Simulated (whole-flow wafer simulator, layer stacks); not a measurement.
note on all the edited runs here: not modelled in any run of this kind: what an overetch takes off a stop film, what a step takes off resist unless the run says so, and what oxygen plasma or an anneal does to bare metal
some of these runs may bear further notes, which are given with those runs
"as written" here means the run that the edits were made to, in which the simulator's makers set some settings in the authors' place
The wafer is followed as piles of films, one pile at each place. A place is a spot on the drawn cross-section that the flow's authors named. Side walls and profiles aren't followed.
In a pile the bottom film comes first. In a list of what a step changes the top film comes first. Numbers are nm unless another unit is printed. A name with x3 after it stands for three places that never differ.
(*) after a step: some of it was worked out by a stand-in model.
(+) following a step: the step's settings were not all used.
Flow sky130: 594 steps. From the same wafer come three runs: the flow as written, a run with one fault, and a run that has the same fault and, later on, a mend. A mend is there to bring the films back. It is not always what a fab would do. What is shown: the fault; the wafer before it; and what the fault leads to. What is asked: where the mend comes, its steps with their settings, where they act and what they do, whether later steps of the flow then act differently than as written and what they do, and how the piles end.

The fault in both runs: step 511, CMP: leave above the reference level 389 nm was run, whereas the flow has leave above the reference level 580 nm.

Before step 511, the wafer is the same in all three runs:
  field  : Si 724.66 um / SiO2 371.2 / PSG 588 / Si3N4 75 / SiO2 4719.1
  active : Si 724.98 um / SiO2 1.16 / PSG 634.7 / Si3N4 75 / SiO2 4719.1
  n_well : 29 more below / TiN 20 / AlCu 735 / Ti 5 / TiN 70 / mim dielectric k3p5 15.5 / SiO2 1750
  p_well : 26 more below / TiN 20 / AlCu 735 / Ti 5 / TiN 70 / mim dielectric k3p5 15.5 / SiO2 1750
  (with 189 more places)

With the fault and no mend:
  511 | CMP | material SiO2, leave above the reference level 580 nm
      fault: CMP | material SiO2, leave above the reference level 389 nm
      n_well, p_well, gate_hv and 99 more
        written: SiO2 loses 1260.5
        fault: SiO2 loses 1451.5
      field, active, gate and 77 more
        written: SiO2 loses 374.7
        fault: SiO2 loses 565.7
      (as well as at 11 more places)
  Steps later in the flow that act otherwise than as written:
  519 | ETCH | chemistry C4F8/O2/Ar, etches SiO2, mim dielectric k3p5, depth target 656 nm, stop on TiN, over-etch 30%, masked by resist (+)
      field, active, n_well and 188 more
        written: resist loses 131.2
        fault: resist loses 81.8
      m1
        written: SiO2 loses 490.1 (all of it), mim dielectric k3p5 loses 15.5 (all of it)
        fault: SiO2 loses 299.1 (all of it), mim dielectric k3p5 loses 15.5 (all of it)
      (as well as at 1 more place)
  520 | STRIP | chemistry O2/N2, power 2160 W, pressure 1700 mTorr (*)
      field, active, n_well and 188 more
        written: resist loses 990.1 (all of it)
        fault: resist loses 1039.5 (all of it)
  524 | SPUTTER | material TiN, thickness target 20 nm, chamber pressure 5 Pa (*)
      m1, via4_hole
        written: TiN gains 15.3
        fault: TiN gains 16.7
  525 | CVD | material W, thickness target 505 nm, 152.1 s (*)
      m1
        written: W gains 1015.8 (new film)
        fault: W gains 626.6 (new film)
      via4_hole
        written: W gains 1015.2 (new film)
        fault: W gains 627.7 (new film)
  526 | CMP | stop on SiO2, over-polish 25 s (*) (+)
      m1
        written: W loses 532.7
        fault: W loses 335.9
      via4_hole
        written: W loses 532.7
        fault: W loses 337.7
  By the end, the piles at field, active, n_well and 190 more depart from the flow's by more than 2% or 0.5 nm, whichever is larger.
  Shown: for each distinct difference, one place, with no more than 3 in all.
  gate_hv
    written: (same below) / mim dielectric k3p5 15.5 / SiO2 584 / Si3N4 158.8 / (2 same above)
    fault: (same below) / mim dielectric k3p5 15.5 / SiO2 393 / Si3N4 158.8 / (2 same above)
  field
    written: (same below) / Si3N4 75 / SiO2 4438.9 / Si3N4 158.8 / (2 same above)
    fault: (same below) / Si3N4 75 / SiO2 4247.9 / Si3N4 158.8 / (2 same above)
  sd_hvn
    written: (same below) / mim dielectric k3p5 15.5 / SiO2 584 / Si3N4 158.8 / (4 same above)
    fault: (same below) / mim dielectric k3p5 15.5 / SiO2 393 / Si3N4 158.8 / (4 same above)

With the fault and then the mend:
  The mend stands after step 511.
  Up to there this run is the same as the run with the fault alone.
  511a | HDPCVD | thickness target 191 nm (*) (a further turn of the flow's step 510, with different settings)
      field, active, n_well and 190 more
        SiO2 gains 191
  Every later step of the flow that is run acts as written at every place that is followed.
  By the end, the piles equal the flow's at every place that both follow.
